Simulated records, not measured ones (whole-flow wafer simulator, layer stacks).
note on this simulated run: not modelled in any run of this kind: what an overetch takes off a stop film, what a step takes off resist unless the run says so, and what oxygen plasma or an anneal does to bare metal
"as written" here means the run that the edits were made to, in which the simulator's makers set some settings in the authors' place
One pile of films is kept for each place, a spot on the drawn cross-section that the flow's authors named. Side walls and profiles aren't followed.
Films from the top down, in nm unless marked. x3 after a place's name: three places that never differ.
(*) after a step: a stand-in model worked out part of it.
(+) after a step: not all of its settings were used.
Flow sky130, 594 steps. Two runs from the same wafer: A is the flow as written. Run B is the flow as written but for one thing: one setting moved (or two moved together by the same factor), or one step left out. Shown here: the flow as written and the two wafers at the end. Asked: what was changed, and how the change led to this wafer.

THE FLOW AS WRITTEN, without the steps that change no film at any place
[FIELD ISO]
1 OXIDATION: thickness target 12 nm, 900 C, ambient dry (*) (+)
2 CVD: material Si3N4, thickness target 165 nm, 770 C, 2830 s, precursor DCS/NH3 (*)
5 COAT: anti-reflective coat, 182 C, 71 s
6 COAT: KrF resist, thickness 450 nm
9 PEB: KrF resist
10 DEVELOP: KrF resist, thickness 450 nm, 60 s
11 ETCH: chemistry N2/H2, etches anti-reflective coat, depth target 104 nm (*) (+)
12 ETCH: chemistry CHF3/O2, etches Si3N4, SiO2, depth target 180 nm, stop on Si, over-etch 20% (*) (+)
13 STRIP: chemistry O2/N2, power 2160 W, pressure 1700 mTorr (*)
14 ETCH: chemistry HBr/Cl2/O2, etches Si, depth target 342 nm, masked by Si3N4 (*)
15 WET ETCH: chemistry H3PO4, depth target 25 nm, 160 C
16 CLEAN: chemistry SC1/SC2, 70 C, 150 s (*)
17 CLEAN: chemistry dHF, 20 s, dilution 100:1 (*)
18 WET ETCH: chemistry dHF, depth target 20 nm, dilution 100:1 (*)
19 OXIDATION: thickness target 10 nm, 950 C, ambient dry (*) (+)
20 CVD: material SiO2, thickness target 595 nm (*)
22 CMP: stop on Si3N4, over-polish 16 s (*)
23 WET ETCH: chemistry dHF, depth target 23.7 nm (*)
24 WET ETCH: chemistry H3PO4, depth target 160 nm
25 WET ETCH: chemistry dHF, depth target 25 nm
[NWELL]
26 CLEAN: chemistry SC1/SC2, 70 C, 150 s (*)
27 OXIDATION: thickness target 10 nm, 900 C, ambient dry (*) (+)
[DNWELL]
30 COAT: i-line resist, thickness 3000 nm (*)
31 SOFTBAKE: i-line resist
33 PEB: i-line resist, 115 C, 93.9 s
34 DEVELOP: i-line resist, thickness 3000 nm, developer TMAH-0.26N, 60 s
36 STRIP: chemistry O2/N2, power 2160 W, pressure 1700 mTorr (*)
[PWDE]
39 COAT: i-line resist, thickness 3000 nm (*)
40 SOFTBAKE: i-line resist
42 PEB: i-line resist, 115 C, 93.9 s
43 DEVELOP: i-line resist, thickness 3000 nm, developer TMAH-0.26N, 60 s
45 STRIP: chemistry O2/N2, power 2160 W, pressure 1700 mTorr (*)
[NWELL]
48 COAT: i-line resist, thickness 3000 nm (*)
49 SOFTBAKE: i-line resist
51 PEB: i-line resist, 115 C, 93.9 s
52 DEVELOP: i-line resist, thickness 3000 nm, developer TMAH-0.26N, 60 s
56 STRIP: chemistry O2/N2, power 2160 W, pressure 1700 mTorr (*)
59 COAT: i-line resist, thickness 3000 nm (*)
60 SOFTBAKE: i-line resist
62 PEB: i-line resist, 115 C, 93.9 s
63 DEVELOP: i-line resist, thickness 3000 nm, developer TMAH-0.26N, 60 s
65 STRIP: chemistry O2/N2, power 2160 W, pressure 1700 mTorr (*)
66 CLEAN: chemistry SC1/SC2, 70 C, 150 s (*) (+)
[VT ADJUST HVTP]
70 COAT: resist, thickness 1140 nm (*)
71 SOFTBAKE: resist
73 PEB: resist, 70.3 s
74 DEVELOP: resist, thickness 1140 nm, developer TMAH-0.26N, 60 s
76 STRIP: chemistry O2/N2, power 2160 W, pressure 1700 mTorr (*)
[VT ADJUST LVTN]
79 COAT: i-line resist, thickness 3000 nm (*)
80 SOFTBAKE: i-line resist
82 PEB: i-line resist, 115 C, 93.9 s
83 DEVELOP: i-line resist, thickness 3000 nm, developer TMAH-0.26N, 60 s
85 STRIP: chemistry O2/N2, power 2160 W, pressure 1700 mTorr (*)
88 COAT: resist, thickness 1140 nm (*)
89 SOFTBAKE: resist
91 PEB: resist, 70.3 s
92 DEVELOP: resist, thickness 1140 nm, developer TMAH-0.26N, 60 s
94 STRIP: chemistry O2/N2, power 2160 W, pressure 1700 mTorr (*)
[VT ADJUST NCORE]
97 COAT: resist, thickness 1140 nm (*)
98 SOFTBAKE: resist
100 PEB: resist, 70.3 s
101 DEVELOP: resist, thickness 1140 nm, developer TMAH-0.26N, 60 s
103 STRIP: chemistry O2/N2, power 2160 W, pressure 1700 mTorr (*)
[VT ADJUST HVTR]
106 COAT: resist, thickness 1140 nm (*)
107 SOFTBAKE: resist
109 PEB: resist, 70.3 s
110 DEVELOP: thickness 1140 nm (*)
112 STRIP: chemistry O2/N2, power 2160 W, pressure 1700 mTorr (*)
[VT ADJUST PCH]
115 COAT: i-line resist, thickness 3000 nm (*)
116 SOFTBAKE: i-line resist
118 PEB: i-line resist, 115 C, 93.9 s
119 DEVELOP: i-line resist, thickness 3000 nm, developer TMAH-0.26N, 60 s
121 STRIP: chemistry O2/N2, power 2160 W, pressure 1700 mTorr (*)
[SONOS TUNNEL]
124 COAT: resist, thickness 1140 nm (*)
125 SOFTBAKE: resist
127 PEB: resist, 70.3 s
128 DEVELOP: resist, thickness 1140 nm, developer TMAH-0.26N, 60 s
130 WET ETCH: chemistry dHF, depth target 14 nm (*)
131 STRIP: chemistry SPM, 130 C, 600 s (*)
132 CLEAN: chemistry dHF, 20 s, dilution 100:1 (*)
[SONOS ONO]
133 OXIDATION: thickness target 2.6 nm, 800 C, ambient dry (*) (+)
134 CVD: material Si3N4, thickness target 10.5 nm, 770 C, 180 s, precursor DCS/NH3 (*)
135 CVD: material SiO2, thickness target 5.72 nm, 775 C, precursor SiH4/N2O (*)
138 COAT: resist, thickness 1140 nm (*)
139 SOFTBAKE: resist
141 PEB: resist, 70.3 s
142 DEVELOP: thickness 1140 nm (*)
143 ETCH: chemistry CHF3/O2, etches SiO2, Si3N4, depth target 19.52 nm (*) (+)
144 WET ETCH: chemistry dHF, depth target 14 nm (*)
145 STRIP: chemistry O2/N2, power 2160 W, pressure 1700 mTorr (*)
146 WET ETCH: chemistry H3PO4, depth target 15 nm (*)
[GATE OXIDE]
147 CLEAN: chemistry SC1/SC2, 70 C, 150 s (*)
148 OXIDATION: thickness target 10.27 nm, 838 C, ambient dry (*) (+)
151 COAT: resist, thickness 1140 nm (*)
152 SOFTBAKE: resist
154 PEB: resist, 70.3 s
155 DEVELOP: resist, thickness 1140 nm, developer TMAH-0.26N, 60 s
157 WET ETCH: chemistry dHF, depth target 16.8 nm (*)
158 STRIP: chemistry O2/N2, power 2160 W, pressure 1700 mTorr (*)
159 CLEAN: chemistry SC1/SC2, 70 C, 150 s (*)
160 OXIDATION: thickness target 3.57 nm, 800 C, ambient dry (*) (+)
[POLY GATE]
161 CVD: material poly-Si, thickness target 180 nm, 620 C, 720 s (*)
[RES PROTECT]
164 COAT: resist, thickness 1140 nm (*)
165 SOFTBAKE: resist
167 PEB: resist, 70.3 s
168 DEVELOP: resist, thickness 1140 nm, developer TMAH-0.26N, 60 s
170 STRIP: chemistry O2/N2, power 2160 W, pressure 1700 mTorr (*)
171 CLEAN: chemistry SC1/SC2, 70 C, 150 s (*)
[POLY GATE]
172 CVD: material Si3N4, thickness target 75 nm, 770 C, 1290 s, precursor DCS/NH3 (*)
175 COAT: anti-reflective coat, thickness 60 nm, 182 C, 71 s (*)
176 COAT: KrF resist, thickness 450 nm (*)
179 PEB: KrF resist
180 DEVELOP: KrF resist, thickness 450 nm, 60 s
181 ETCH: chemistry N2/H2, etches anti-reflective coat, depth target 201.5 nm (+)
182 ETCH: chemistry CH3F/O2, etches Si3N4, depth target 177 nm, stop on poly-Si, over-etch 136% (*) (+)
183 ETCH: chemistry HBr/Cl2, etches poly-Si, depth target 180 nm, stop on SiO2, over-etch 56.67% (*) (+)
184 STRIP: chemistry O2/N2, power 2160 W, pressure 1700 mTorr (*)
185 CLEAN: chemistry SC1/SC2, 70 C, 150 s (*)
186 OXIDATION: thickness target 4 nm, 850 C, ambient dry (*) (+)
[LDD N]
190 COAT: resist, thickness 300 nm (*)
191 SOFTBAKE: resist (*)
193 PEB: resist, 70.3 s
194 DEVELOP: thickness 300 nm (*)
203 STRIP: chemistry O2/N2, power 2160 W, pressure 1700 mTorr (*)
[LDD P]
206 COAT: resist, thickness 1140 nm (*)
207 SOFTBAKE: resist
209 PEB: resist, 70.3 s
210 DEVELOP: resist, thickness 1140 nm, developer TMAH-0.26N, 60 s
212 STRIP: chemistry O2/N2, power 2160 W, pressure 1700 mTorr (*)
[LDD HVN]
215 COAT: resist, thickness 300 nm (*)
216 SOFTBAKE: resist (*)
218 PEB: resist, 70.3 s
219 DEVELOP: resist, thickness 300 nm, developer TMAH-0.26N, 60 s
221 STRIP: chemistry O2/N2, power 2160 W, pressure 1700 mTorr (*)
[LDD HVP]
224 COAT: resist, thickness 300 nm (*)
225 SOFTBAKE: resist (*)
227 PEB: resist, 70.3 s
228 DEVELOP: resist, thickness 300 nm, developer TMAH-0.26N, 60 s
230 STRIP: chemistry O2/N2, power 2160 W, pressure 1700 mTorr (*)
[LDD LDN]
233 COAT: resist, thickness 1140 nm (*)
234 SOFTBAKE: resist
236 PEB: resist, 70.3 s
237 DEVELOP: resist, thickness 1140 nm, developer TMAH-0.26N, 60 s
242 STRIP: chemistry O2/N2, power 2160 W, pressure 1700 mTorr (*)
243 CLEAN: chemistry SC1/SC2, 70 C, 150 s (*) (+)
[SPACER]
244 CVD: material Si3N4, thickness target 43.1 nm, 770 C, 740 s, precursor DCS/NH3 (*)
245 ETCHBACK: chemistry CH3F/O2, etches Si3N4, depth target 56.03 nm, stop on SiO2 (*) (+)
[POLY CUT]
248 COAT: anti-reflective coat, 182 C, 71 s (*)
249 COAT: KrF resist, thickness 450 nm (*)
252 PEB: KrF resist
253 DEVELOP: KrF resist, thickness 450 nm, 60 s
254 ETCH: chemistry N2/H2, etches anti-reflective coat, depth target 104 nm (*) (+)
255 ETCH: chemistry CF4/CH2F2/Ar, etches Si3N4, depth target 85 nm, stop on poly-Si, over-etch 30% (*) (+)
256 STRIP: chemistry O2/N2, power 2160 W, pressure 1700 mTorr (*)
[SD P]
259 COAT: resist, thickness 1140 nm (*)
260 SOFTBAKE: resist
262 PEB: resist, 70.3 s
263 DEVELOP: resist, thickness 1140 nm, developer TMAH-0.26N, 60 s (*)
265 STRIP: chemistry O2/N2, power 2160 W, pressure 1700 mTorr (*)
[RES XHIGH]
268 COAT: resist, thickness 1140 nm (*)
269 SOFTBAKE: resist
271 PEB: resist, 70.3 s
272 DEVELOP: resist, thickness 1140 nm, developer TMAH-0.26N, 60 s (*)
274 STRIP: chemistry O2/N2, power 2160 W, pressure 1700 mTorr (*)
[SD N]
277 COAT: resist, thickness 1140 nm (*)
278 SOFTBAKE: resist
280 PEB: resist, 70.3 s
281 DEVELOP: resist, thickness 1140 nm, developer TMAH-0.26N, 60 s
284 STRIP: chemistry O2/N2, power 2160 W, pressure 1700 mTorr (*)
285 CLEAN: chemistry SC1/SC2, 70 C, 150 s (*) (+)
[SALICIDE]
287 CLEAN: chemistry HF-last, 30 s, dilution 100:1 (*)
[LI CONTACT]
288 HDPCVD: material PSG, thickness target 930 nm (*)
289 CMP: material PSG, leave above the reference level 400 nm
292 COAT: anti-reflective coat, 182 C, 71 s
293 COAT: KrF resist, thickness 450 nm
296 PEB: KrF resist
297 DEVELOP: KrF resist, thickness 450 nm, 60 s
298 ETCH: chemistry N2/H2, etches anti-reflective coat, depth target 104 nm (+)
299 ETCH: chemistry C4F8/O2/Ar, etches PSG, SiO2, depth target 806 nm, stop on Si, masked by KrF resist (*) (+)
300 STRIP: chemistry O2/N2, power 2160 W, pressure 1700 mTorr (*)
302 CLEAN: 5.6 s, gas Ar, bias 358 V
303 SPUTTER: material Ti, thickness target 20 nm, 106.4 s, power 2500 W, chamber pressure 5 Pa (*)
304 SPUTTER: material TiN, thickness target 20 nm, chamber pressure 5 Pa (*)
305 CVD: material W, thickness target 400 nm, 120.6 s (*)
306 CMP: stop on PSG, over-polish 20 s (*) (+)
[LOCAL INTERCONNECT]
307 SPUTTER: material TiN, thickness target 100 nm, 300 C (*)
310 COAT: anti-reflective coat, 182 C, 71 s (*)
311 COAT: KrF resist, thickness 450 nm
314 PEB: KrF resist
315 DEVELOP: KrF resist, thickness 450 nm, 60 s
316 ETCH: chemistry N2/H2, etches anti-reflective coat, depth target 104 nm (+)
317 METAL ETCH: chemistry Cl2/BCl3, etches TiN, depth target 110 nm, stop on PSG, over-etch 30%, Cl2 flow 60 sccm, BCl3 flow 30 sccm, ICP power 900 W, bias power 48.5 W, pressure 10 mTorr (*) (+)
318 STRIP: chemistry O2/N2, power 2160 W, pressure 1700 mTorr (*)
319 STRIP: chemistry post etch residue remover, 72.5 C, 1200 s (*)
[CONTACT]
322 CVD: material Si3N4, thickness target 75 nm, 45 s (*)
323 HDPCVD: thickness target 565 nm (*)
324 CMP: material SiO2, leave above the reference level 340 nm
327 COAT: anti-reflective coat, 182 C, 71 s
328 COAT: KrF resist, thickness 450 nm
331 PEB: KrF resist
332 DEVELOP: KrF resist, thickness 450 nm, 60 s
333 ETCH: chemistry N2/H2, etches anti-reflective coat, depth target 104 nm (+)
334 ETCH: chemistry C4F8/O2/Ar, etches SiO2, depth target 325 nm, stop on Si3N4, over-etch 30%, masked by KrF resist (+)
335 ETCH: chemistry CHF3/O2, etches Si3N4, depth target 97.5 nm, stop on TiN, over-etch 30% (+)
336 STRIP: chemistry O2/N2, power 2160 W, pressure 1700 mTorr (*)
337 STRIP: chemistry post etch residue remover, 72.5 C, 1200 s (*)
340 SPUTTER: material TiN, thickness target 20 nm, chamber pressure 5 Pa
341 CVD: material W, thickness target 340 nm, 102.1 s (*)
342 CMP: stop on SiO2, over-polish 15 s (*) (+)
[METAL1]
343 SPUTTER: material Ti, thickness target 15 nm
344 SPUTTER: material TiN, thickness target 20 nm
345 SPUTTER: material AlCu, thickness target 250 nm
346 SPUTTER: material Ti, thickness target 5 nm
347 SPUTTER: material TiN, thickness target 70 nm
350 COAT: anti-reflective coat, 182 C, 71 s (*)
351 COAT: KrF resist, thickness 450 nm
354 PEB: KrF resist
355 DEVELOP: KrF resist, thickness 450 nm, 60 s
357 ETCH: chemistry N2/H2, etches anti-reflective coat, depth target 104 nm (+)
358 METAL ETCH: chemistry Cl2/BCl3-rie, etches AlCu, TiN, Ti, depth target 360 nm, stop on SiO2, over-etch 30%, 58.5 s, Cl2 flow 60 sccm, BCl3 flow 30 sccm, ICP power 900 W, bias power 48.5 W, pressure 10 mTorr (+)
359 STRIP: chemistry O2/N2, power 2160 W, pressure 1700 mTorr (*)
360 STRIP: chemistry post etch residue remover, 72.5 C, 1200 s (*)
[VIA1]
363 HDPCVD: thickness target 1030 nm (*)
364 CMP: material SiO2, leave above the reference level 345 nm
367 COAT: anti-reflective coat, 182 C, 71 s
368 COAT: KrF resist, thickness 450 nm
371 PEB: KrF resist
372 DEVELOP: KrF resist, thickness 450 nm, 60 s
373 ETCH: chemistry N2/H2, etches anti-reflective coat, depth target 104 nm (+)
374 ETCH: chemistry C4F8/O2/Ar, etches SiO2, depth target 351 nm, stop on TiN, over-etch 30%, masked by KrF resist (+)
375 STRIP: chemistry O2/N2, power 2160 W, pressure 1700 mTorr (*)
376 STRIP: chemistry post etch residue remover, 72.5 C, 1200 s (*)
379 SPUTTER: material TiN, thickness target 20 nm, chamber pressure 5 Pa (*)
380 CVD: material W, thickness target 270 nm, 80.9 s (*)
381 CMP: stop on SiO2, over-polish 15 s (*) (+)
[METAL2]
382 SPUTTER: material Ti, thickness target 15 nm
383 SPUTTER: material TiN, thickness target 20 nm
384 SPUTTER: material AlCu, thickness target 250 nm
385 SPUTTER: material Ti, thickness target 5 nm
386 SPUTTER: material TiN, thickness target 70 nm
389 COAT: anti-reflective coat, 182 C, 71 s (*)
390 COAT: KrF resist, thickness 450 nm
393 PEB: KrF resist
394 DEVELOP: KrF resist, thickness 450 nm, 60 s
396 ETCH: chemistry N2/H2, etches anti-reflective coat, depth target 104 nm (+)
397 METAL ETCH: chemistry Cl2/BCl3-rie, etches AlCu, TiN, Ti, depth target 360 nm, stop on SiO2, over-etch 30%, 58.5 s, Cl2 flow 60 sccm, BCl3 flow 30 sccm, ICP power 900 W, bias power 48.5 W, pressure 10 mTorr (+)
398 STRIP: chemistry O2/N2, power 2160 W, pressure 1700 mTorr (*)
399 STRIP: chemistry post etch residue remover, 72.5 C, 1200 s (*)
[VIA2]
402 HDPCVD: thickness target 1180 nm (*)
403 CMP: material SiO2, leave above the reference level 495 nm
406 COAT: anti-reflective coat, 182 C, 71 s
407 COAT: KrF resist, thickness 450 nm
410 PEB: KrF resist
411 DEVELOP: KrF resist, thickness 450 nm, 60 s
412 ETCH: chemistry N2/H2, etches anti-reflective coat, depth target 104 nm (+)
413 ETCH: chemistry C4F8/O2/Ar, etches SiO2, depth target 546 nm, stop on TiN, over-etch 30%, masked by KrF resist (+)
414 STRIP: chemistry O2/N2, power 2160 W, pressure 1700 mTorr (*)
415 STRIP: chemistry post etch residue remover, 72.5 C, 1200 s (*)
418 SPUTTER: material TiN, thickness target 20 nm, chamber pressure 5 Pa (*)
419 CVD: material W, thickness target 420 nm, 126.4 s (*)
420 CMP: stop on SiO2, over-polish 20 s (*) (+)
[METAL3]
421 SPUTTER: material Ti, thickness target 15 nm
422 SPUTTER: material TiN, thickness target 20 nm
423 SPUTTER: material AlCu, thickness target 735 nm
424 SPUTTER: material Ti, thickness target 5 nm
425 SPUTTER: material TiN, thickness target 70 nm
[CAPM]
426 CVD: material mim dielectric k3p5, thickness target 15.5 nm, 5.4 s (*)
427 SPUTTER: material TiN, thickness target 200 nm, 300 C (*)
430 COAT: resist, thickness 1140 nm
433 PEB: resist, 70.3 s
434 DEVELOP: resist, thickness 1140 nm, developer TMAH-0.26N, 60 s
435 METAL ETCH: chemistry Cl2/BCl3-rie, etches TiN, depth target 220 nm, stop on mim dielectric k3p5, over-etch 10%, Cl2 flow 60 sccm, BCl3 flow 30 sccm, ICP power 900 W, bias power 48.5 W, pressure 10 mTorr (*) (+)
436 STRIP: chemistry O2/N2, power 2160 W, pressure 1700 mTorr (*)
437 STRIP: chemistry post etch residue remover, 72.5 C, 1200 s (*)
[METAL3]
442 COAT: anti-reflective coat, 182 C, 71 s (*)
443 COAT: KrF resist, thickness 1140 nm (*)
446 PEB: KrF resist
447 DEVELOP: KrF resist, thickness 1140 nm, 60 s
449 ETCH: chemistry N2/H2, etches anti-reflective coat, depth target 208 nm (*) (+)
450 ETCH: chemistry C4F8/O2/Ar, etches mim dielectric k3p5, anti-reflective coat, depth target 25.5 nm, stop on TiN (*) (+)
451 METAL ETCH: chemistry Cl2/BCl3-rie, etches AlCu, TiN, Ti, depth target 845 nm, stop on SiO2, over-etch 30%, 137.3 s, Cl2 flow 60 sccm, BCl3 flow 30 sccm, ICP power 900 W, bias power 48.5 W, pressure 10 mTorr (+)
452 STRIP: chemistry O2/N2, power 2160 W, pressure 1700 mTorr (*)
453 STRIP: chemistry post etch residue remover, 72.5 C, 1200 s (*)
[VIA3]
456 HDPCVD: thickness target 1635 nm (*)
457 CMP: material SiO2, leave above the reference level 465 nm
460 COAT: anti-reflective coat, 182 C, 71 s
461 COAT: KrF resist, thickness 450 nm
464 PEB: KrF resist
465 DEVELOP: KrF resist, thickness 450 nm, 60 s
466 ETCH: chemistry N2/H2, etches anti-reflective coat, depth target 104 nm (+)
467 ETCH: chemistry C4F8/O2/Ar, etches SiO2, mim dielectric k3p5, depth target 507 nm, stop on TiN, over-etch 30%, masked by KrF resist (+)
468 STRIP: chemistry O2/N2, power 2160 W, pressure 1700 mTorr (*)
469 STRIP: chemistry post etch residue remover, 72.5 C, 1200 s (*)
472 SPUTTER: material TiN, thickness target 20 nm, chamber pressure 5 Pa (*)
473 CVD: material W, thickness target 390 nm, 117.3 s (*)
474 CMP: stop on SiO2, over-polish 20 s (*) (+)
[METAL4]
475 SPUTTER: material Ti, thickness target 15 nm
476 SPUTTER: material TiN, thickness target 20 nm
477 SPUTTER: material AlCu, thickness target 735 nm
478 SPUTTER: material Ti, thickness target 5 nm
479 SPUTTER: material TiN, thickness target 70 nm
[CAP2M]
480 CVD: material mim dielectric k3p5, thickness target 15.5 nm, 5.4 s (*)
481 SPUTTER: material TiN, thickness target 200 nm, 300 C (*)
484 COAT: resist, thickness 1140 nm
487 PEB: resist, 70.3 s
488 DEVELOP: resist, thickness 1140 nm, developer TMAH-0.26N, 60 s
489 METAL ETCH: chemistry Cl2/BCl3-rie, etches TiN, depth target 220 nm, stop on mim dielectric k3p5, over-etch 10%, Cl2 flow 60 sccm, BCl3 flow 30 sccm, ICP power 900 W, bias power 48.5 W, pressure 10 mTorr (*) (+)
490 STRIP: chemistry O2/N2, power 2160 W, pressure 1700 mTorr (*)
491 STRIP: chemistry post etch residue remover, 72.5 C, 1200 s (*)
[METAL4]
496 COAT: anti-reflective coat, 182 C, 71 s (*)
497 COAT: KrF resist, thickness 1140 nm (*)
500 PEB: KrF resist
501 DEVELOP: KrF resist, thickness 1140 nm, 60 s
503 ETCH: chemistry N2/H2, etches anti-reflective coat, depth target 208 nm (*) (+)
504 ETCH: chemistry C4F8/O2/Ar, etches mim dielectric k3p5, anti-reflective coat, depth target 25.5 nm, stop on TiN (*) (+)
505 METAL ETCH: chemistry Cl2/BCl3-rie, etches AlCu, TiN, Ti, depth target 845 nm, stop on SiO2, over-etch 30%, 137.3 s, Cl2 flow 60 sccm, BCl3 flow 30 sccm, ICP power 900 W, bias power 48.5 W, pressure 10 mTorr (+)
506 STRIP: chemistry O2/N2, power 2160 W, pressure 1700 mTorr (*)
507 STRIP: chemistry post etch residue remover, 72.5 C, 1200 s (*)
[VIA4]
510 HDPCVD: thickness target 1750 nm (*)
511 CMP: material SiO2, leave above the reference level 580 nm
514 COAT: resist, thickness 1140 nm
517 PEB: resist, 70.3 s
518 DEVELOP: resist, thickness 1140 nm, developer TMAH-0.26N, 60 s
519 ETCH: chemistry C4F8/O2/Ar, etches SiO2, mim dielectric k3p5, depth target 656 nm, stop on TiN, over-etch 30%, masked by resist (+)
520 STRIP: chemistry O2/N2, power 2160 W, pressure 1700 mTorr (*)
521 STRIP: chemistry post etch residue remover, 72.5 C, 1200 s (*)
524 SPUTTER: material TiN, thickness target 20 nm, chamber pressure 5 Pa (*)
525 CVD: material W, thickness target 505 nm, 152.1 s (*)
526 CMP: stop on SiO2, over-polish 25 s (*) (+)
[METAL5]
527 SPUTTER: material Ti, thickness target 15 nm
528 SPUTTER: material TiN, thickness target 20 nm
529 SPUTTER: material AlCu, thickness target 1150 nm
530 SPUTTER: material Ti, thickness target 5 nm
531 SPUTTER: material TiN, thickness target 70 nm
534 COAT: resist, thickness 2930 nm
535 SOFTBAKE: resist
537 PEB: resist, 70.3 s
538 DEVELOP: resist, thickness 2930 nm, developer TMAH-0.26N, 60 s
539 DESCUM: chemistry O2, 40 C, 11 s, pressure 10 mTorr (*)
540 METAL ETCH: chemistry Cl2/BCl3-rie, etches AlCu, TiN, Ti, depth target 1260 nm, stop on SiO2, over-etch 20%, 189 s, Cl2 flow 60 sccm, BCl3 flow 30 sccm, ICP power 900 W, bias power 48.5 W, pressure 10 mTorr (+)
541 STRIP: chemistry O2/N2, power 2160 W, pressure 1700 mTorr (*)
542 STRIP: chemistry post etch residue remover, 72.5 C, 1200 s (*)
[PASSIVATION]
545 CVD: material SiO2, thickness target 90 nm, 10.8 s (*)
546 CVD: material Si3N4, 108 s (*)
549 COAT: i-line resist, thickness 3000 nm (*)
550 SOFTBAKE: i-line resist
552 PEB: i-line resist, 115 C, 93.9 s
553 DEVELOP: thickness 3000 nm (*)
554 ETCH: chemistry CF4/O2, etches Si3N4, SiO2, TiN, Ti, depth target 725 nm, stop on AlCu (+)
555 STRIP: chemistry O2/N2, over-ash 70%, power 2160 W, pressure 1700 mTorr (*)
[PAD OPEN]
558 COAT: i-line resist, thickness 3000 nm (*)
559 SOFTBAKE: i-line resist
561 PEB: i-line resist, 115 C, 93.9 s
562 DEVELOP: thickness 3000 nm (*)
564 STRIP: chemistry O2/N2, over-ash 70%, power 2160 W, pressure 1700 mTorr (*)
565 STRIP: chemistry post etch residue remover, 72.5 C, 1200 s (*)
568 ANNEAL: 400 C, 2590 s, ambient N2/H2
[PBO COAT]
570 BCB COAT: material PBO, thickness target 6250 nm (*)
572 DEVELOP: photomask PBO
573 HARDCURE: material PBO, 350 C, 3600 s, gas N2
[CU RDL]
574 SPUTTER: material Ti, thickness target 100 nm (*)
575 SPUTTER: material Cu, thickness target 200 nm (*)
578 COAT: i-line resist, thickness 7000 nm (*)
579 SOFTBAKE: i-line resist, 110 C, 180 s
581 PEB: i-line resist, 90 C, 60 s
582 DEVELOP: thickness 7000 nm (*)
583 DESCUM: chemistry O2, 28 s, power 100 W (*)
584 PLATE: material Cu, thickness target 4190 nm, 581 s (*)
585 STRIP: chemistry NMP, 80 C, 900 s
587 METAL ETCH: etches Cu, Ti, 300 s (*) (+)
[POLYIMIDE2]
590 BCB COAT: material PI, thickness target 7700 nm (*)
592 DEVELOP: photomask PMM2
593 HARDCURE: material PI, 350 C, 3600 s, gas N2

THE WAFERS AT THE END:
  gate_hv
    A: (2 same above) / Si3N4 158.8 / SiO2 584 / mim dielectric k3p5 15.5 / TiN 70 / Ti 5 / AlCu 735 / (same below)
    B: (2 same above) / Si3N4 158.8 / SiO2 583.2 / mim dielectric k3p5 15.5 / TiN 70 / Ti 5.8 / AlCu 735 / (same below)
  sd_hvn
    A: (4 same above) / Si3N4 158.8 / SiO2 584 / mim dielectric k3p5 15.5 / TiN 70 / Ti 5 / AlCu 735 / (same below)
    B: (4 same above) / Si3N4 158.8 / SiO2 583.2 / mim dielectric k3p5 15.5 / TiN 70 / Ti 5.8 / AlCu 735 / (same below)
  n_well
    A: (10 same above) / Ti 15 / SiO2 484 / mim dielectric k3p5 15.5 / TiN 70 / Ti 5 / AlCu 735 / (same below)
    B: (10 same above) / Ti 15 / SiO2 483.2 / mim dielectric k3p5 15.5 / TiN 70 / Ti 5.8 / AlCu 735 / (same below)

The cause: step 478, SPUTTER: thickness target 5.8 nm was run, where the flow has thickness target 5 nm.
It can be read off the wafer: gate_hv has Ti 5.8, and step 478 as written asks for 5 nm.

How the change led to this, step by step:
  478 SPUTTER: material Ti, thickness target 5 nm
      field, active, n_well and 189 more: A Ti +5 (new film) | B Ti +5.8 (new film)
  505 METAL ETCH: chemistry Cl2/BCl3-rie, etches AlCu, TiN, Ti, depth target 845 nm, stop on SiO2, over-etch 30%, 137.3 s, Cl2 flow 60 sccm, BCl3 flow 30 sccm, ICP power 900 W, bias power 48.5 W, pressure 10 mTorr (+)
      field, gate, spacer and 68 more: A TiN -70 (all of it), Ti -5 (all of it), AlCu -735 (all of it), TiN -20 (all of it), Ti -15 (all of it), SiO2 -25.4 | B TiN -70 (all of it), Ti -5.8 (all of it), AlCu -735 (all of it), TiN -20 (all of it), Ti -15 (all of it), SiO2 -25.3
      active, vpp_iso1, mim_edge_plate and 14 more: A TiN -70 (all of it), Ti -5 (all of it), AlCu -735 (all of it), TiN -20 (all of it), Ti -15 (all of it), SiO2 -25.3 | B TiN -70 (all of it), Ti -5.8 (all of it), AlCu -735 (all of it), TiN -20 (all of it), Ti -15 (all of it), SiO2 -25.3
